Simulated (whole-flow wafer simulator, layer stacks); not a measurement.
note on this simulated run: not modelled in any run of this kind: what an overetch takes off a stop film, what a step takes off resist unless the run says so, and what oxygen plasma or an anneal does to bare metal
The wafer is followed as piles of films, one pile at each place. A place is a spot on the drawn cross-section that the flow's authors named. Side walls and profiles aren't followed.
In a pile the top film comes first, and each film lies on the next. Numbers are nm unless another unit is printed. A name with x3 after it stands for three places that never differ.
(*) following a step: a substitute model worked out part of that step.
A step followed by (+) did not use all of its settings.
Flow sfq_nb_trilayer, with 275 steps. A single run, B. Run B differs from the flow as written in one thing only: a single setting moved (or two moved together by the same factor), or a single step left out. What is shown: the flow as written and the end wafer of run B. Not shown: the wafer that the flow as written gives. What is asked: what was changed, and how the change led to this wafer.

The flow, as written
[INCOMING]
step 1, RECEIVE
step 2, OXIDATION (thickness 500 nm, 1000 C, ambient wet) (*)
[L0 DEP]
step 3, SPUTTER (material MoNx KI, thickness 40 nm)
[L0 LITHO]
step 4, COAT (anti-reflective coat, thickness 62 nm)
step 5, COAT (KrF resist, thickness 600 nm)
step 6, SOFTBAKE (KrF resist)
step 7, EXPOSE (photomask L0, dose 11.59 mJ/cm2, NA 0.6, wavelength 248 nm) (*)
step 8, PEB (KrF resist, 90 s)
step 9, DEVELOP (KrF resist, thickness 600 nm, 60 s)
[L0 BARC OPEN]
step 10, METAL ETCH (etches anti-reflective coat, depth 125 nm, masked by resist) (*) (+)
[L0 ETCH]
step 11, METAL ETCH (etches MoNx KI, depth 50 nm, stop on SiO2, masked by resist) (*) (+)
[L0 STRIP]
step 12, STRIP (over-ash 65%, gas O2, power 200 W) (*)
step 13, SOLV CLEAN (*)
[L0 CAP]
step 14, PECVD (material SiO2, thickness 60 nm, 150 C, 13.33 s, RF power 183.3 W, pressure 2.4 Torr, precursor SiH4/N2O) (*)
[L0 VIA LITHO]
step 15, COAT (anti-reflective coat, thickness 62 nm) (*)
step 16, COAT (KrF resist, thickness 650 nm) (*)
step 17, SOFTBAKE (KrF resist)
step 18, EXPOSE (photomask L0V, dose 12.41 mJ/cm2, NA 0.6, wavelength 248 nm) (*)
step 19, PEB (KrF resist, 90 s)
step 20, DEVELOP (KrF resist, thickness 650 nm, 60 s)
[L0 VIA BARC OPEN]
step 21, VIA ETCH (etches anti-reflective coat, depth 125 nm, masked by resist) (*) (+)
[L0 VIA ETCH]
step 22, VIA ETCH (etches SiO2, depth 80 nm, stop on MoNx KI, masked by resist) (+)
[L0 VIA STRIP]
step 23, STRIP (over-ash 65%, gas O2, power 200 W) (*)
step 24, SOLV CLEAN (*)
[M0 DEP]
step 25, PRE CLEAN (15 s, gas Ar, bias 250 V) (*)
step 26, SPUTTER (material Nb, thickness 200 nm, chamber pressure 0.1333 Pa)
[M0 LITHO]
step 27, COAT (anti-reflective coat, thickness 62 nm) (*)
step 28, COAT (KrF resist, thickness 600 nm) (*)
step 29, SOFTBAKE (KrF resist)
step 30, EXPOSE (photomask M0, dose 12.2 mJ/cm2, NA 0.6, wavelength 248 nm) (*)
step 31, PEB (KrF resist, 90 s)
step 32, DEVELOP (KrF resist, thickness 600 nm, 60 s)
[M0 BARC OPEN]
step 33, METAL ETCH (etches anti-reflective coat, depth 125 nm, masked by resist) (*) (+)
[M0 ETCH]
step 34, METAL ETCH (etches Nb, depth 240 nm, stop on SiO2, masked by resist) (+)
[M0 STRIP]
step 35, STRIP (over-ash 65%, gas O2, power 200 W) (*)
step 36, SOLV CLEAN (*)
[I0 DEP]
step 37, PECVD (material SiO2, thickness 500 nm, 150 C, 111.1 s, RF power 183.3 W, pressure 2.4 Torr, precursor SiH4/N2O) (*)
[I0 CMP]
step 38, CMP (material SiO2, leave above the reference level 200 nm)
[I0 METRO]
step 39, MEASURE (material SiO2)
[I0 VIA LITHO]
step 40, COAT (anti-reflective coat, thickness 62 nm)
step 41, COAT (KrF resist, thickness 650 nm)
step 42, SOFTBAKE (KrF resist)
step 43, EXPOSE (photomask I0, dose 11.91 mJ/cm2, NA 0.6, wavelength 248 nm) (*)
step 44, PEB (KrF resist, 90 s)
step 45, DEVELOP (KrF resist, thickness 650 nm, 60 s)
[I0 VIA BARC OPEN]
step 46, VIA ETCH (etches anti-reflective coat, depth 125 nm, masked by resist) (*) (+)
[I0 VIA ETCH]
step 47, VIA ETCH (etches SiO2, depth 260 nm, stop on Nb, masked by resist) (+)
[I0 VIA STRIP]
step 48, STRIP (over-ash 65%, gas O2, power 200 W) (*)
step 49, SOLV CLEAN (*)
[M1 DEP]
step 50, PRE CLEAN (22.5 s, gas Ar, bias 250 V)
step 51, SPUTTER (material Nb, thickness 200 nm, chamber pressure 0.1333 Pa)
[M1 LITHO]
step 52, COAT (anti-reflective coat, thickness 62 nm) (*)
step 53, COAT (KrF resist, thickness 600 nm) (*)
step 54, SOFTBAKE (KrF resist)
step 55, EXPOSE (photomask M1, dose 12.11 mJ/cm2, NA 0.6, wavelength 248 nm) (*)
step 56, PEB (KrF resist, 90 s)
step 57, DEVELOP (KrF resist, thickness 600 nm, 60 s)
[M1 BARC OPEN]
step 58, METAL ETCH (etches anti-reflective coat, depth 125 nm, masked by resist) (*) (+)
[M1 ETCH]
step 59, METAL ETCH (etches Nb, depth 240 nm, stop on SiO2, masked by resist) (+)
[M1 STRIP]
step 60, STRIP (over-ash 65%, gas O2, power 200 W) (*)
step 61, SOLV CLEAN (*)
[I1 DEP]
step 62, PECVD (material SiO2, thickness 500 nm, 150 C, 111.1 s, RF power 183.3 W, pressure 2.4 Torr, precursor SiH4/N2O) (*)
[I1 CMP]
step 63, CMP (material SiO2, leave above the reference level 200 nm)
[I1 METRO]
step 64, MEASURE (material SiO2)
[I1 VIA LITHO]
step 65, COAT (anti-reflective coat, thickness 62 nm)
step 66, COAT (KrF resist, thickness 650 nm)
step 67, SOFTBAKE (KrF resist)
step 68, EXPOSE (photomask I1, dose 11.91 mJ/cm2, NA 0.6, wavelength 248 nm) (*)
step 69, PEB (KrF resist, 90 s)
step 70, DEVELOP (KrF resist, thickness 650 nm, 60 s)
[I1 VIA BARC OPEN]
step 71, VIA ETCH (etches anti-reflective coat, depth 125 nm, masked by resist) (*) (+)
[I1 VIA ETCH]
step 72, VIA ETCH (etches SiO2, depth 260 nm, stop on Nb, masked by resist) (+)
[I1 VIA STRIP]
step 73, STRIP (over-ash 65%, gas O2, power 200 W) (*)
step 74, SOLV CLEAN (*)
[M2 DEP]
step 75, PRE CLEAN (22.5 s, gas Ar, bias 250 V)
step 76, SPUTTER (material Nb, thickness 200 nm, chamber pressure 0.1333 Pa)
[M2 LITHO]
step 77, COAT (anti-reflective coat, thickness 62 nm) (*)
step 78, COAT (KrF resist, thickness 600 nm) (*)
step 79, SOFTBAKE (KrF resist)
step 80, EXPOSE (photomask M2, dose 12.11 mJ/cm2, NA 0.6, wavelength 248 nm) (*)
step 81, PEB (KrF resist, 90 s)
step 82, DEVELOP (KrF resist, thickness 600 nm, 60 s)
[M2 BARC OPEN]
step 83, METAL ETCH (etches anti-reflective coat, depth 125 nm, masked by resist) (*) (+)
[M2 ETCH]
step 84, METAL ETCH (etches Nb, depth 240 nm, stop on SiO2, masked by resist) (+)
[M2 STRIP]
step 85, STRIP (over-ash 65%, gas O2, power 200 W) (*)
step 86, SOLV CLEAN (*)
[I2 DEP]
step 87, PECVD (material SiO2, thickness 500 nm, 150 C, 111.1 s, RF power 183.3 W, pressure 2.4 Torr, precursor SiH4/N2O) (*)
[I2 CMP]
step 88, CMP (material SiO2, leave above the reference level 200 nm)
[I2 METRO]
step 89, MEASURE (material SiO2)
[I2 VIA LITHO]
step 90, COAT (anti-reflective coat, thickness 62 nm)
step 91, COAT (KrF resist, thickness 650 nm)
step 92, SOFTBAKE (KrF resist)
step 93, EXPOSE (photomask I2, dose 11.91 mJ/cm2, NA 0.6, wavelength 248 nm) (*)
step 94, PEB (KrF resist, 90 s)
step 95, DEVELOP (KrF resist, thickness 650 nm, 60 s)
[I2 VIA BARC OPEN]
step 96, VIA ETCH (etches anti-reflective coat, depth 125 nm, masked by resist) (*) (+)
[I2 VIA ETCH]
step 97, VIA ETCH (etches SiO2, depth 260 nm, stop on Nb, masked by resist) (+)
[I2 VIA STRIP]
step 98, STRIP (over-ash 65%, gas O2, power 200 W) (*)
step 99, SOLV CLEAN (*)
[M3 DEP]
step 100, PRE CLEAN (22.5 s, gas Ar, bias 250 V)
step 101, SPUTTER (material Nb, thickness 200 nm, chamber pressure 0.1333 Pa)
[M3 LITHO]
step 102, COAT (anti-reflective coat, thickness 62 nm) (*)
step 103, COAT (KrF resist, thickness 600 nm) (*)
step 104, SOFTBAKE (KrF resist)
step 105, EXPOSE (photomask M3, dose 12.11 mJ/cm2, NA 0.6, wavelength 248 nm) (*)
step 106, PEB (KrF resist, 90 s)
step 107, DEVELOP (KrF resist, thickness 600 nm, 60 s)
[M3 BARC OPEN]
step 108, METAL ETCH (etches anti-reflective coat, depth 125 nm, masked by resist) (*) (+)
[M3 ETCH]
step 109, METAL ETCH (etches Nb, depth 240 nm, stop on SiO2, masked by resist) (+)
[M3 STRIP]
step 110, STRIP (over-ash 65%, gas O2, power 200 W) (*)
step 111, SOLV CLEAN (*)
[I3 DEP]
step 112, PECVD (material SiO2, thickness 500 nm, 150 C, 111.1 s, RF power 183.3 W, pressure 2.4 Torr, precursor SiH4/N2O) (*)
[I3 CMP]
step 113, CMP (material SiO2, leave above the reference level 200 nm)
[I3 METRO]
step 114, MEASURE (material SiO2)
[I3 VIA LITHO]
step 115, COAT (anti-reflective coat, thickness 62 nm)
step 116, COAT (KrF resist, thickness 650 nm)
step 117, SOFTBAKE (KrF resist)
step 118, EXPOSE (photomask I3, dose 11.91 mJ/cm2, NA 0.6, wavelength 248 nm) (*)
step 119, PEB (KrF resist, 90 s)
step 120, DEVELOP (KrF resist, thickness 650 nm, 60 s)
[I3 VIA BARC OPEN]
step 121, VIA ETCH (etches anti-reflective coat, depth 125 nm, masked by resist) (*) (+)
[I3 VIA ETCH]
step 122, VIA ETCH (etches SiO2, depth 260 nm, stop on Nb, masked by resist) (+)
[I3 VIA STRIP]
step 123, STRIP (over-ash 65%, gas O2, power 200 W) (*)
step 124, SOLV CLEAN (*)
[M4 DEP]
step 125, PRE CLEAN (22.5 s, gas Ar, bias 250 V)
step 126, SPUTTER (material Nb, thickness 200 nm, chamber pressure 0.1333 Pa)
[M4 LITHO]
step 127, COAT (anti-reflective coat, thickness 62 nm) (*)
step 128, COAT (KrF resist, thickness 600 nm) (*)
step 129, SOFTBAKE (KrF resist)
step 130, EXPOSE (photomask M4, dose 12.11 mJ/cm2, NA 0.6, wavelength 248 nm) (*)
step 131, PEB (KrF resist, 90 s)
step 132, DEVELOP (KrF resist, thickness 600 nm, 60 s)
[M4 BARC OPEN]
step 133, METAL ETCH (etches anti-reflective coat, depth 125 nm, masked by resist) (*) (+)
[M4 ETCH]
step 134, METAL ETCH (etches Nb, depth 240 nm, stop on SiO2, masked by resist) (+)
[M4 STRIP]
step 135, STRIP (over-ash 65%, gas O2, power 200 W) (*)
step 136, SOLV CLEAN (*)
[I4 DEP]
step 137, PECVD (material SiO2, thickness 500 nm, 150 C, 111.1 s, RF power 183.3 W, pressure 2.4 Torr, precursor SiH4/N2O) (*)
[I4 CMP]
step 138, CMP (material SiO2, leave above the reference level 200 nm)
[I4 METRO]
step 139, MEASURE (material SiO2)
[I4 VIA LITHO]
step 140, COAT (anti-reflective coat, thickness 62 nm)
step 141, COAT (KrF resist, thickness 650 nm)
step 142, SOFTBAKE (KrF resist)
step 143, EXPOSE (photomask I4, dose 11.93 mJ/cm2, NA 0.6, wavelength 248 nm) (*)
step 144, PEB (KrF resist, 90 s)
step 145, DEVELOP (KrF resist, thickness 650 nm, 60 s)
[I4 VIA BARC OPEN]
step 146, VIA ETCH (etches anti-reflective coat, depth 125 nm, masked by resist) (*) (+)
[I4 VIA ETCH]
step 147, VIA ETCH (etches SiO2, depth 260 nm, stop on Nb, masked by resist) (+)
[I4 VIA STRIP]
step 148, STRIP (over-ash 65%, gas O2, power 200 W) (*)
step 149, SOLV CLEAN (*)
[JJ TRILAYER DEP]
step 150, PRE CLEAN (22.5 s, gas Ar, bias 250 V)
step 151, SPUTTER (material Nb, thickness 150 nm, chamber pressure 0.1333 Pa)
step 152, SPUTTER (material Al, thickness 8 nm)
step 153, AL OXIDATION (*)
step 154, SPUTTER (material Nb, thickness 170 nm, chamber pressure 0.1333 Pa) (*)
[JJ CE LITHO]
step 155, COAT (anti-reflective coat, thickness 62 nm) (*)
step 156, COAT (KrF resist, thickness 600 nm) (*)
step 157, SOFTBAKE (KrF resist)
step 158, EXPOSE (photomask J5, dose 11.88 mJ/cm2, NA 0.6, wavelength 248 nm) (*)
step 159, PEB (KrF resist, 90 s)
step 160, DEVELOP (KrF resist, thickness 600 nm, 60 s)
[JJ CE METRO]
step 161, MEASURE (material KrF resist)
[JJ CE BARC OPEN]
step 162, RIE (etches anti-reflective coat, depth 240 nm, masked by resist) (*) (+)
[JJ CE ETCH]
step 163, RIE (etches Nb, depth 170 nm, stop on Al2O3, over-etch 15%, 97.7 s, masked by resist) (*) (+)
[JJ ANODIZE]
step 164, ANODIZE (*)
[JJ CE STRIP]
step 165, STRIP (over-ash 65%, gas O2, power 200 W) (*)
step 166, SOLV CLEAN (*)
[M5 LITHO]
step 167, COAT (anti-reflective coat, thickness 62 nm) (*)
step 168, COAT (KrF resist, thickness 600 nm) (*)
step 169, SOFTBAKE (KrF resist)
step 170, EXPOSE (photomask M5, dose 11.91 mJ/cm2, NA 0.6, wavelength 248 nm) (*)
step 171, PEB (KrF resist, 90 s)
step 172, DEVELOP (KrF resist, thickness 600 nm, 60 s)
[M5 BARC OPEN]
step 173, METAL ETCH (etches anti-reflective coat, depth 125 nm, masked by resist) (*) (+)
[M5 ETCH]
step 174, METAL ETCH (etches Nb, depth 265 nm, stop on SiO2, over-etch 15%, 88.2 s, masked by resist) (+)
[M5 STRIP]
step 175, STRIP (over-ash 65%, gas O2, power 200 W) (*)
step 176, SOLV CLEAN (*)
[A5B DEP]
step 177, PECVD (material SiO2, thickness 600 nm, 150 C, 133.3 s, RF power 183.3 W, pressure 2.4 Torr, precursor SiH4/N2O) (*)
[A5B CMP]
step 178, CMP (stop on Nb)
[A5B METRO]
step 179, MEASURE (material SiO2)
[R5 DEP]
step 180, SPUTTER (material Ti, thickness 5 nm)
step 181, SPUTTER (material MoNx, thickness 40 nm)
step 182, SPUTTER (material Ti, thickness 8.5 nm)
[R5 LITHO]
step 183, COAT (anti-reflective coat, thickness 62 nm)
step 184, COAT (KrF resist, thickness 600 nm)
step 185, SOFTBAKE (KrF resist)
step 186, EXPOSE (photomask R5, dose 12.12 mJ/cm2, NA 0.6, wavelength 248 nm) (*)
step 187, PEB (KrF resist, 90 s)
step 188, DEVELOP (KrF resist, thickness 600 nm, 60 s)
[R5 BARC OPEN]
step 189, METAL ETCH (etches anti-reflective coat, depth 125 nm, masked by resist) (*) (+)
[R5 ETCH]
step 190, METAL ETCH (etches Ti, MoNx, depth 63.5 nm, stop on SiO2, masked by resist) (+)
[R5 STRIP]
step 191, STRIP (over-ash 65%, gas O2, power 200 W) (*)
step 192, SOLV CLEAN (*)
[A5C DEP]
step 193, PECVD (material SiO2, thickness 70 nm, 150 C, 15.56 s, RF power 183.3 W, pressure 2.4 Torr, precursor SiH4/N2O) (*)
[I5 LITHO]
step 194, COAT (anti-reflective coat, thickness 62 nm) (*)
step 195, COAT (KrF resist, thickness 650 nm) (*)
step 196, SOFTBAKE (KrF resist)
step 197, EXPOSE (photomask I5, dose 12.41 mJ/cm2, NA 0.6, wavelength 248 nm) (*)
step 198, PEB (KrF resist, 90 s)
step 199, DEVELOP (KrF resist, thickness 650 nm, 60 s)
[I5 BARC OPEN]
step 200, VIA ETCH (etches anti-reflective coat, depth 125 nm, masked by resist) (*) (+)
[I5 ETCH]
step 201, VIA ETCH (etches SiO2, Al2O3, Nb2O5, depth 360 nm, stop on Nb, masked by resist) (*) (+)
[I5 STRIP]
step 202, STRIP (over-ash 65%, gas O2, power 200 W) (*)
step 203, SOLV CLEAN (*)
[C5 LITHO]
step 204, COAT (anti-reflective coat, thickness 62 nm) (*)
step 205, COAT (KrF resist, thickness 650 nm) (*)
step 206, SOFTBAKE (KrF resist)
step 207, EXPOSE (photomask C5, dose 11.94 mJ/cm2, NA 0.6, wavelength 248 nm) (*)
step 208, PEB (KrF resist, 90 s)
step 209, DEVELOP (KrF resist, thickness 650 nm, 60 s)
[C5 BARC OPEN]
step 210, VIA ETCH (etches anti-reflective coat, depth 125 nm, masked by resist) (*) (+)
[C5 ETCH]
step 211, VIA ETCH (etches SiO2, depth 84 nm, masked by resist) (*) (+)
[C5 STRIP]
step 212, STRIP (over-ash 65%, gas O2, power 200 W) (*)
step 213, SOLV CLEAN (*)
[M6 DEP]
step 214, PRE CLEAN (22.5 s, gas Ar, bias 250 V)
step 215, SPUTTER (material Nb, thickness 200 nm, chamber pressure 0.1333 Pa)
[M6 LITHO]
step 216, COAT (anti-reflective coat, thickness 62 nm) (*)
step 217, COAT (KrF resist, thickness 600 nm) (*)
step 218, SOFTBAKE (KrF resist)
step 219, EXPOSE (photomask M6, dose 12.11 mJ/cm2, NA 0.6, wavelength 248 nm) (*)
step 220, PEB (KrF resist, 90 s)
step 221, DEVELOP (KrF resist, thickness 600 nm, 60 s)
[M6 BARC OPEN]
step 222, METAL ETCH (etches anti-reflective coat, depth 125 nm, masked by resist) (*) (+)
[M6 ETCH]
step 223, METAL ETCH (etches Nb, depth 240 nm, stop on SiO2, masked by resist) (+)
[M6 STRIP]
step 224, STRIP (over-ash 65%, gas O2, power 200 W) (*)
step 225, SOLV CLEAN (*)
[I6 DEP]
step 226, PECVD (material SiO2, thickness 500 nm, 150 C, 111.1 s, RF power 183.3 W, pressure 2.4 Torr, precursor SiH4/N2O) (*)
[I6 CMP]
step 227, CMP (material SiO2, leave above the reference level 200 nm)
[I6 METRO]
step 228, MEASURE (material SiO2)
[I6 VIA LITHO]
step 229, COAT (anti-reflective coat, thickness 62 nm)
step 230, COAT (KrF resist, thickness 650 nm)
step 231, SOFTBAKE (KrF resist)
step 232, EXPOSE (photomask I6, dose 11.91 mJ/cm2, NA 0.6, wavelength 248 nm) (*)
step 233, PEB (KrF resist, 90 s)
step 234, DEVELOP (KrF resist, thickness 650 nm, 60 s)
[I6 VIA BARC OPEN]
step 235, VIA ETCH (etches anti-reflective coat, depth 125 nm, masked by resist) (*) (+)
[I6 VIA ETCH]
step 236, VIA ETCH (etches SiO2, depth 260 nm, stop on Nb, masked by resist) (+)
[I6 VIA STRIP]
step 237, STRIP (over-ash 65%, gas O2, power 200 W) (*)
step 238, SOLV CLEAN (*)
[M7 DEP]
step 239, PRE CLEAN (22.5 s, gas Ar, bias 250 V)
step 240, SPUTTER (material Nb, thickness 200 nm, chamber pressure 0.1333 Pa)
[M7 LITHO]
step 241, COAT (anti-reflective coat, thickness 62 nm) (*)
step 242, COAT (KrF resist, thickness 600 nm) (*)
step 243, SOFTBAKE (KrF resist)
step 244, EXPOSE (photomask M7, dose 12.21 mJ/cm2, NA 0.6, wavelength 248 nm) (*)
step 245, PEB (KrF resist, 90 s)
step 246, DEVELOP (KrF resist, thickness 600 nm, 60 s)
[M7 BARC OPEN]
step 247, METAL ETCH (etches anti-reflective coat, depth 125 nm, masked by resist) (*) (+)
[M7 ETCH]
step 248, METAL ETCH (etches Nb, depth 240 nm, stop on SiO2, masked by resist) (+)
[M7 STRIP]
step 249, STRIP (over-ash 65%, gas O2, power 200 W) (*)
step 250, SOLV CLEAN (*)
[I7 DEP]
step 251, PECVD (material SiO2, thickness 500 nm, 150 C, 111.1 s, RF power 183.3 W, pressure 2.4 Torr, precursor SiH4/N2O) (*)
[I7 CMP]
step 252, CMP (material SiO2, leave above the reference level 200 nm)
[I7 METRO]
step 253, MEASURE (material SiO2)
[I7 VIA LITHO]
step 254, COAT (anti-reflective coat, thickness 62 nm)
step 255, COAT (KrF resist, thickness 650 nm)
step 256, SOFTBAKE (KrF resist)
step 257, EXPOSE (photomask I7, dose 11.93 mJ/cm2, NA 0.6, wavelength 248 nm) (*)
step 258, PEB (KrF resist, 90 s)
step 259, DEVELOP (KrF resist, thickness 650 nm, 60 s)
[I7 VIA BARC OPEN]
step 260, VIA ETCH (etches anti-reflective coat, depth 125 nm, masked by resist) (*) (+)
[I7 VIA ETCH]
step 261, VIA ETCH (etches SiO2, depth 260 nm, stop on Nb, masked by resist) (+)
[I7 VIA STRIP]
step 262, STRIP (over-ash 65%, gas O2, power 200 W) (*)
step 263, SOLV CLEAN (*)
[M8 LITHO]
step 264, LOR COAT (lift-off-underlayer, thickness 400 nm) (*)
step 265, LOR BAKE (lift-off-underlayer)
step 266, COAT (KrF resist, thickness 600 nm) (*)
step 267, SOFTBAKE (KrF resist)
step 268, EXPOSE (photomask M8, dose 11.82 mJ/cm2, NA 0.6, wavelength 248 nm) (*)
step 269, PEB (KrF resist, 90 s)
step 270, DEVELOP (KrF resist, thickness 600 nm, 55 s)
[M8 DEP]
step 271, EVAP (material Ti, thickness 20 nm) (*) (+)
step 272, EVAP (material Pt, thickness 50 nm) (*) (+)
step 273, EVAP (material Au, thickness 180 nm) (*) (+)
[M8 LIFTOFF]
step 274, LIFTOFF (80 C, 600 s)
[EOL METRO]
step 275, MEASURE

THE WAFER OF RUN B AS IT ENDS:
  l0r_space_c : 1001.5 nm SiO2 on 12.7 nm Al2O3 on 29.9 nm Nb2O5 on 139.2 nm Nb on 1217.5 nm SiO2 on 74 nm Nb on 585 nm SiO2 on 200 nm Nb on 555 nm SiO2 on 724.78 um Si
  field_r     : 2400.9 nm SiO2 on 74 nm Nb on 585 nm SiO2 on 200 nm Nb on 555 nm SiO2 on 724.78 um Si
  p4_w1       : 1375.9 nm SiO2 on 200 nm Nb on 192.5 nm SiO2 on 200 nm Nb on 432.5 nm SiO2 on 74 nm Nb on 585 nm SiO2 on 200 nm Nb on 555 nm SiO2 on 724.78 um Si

What caused this: step 76, SPUTTER: thickness 314 nm was run, while the flow as written has thickness 200 nm.

The path from the change to this, step by step:
  step 76, SPUTTER (material Nb, thickness 200 nm, chamber pressure 0.1333 Pa)
      field_l, v_sur, via_wl and 102 more: +314 Nb (new film) (in the flow as written it would be: +200 Nb (new film))
      via_v: +275.9 Nb (in the flow as written it would be: +174.5 Nb)
  step 84, METAL ETCH (etches Nb, depth 240 nm, stop on SiO2, masked by resist) (+)
      field_l, be, be_sur and 81 more: -240 Nb (in the flow as written it would be: -200 Nb (all of it))
  step 87, PECVD (material SiO2, thickness 500 nm, 150 C, 111.1 s, RF power 183.3 W, pressure 2.4 Torr, precursor SiH4/N2O) (*)
      field_l, be, be_sur and 81 more: +500 SiO2 (new film) (in the flow as written it would be: +500 SiO2)
  step 88, CMP (material SiO2, leave above the reference level 200 nm)
      field_l, be, be_sur and 81 more: -60 SiO2 (in the flow as written it would be: -100 SiO2)
      via_v: -157.1 SiO2 (in the flow as written it would be: -181.6 SiO2)
If metal films that touch count as one body, l0r_space_c has 3 bodies (between them, from the top down: SiO2 1217.5; SiO2 585); the flow as written gives 2 bodies (between them, from the top down: SiO2 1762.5).
If metal films that touch count as one body, field_r has 2 bodies (between them, from the top down: SiO2 585); the flow as written gives 1 body.
If metal films that touch count as one body, p4_w1 has 4 bodies (between them, from the top down: SiO2 192.5; SiO2 432.5; SiO2 585); the flow as written gives 3 bodies (between them, from the top down: SiO2 192.5; SiO2 977.5).
